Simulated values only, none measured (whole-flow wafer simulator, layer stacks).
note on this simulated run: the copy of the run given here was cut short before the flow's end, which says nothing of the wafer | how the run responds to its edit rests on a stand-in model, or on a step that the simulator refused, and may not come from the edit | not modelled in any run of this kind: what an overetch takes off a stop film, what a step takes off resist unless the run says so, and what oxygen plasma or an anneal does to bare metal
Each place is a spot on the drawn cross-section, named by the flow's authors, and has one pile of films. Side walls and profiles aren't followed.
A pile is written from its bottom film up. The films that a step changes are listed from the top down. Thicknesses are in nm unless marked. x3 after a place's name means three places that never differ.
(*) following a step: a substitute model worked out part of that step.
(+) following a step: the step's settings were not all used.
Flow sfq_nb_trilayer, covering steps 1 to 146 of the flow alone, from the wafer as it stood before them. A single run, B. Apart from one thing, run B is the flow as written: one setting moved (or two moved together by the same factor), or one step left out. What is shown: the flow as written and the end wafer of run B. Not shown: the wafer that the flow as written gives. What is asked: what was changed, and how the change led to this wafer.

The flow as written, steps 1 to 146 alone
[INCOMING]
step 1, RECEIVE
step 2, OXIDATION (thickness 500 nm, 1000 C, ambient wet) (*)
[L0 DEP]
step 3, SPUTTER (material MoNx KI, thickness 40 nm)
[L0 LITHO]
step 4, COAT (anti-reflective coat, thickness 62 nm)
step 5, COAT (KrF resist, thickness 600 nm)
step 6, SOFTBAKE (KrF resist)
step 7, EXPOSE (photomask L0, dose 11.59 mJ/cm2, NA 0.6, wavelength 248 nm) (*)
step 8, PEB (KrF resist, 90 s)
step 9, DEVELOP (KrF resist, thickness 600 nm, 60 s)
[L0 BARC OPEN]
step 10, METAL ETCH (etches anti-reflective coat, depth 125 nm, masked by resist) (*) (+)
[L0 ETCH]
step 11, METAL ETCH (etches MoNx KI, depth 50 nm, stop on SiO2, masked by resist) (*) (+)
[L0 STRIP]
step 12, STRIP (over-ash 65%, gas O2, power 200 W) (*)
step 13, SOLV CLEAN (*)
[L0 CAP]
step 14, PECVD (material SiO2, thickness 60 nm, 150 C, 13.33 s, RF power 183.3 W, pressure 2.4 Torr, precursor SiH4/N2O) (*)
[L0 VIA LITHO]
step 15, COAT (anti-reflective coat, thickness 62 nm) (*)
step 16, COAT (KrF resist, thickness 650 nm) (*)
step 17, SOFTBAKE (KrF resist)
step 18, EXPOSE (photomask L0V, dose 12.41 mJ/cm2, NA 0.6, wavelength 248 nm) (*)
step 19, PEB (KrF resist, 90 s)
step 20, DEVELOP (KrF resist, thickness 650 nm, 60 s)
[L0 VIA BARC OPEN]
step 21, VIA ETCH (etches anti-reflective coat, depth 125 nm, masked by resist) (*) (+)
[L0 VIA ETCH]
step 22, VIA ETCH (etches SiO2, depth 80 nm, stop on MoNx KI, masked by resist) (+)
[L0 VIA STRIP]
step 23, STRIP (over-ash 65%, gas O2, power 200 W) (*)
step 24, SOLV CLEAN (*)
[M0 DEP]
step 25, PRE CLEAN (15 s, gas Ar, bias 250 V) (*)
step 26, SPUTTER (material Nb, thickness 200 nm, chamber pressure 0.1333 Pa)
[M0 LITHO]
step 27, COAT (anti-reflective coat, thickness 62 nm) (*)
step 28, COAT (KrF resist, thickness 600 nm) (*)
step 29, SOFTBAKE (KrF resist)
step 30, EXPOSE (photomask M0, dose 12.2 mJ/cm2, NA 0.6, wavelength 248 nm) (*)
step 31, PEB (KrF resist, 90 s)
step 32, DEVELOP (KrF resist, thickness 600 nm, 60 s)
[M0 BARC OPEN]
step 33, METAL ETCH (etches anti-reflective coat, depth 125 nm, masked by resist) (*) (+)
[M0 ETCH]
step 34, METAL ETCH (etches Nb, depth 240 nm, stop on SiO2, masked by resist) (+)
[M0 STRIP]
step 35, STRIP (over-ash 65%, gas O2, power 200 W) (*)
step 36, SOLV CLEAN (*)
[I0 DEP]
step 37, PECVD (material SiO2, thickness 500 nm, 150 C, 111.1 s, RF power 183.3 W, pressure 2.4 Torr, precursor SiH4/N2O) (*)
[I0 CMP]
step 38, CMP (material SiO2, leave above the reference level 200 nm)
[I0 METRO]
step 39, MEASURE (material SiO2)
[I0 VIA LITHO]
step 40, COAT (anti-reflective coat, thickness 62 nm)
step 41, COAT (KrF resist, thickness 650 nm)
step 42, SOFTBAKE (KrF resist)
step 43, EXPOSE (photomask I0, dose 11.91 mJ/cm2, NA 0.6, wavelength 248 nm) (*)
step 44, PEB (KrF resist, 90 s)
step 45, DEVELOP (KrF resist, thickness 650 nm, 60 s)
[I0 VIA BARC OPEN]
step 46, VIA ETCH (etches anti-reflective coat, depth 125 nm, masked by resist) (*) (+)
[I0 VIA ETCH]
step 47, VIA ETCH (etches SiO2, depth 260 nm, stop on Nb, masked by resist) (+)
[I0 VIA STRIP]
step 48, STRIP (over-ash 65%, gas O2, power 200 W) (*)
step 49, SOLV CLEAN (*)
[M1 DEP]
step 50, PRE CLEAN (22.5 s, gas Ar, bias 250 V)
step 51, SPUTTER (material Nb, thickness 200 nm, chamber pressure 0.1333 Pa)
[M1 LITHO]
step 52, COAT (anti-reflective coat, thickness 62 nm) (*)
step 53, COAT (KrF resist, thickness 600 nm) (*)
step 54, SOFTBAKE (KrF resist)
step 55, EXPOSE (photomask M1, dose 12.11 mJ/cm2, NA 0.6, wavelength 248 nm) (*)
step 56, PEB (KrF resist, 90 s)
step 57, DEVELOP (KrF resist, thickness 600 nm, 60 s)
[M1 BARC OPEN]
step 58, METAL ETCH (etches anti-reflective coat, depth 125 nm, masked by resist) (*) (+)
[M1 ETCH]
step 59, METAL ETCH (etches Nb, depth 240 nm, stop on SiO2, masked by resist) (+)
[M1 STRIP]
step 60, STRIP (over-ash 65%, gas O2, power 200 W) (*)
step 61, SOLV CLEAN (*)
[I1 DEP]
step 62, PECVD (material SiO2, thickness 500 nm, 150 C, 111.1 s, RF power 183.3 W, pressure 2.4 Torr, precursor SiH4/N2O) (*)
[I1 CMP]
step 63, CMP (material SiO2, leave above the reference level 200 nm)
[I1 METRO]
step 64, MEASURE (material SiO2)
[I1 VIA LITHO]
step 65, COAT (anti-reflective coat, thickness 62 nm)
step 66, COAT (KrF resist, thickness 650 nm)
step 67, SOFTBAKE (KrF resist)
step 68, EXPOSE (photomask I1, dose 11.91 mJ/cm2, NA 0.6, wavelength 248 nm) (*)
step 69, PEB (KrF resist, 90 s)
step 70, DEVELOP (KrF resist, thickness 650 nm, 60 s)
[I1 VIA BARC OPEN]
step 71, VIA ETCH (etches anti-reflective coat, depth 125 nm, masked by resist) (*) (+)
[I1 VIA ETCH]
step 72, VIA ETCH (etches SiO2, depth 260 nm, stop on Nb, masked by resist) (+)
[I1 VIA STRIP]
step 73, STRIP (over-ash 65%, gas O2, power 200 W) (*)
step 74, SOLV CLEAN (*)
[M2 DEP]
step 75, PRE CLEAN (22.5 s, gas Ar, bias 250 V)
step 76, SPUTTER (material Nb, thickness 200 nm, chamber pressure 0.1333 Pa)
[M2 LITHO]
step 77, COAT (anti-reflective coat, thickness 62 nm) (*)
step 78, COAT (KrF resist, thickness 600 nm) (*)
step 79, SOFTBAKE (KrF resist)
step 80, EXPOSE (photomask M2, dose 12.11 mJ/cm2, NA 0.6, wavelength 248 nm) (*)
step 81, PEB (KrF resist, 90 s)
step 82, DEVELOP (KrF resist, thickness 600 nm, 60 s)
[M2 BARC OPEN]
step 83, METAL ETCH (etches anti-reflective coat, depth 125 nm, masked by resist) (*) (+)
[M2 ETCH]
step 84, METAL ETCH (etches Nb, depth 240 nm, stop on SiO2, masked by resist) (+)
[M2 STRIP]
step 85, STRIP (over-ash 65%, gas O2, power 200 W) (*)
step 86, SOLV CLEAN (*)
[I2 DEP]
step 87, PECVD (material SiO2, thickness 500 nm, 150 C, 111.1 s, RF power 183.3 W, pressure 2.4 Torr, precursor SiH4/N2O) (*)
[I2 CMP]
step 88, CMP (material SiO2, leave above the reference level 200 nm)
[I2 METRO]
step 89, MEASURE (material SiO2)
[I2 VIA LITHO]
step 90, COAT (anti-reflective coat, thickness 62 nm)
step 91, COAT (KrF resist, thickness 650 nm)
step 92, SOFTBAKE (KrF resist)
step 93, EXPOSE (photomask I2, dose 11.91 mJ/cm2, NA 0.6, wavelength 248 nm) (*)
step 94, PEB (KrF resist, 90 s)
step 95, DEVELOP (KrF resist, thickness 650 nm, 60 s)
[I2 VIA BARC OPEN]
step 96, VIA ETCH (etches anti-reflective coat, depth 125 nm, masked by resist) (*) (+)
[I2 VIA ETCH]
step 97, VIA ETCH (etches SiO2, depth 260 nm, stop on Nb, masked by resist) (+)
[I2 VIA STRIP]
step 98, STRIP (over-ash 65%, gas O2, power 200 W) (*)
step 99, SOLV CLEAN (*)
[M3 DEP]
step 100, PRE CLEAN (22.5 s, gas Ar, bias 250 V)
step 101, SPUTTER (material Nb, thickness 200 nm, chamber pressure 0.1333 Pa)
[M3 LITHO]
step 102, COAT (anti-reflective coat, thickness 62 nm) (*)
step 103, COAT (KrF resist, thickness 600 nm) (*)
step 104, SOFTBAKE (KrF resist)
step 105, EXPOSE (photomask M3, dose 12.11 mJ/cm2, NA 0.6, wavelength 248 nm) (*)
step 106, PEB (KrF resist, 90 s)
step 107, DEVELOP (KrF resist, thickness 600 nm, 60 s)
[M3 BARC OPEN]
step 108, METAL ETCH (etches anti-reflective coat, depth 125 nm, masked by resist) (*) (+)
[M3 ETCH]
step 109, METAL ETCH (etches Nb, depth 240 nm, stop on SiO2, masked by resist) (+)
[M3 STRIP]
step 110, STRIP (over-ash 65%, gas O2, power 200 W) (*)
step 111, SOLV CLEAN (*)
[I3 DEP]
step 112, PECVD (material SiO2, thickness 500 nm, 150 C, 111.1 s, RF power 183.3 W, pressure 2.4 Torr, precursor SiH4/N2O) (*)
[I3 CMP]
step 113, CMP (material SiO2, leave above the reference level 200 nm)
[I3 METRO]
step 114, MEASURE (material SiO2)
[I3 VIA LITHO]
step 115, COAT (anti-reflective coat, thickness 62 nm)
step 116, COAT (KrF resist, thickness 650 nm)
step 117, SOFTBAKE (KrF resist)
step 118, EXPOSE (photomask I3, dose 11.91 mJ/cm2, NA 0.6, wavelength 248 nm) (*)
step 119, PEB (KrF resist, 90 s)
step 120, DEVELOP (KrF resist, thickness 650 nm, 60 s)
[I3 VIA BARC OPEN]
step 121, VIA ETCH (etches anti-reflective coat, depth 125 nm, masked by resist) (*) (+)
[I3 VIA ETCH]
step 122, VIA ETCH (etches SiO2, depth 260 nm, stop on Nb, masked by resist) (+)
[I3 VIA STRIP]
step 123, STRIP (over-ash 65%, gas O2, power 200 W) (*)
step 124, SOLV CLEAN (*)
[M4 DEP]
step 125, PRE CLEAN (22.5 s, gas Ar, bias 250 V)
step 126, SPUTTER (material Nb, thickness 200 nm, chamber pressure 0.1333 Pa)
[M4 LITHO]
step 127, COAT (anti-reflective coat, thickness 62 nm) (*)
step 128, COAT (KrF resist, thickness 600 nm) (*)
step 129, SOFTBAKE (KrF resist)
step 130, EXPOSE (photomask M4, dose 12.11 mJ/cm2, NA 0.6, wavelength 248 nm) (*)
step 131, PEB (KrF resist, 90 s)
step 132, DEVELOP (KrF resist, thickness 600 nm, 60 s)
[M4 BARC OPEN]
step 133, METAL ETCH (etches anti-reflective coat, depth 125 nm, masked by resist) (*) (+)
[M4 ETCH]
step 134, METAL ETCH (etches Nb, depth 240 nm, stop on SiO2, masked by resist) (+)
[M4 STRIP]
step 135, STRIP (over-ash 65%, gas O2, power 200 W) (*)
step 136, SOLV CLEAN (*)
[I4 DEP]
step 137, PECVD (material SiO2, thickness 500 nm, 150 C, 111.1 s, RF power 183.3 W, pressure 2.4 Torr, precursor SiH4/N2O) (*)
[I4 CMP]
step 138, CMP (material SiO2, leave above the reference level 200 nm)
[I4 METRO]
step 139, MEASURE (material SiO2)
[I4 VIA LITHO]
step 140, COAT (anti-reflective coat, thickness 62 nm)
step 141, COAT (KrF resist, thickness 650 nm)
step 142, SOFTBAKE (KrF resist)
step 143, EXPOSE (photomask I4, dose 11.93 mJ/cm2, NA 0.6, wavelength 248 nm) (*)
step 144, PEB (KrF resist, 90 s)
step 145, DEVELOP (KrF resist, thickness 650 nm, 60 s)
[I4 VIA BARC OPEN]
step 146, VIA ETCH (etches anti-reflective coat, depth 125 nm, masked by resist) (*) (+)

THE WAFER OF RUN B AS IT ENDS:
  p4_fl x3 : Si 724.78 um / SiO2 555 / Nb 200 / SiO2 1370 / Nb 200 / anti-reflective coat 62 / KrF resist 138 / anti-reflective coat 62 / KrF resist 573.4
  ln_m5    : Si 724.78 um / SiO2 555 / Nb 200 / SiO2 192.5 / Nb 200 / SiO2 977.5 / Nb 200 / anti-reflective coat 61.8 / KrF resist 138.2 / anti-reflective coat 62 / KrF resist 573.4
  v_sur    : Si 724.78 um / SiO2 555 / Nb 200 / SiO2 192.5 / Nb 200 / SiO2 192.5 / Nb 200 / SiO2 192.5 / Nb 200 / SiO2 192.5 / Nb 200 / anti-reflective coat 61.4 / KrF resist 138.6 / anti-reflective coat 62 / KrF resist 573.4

Cause: step 135, STRIP: over-ash 65%, gas O2, power 200 W (*), was omitted.

Step by step, how the change led to this:
  step 137, PECVD (material SiO2, thickness 500 nm, 150 C, 111.1 s, RF power 183.3 W, pressure 2.4 Torr, precursor SiH4/N2O) (*)
      p3_s0 x6: +500 SiO2 (in the flow as written it would be: +557.1 SiO2)
      lsp_r, l0_sur, l0v: +470.5 SiO2 (in the flow as written it would be: +491.9 SiO2)
      (also at 1 further place)
  step 138, CMP (material SiO2, leave above the reference level 200 nm)
      p4_fl x3, p4_w1 x9, p4_g1 x2, wl_j_sl x15: -500 SiO2 (all of it), -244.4 KrF resist (in the flow as written it would be: -300 SiO2)
      ln_m5, lsp_m, ln_m6: -500 SiO2 (all of it), -243.7 KrF resist (in the flow as written it would be: -300 SiO2)
      (also at 31 further places)
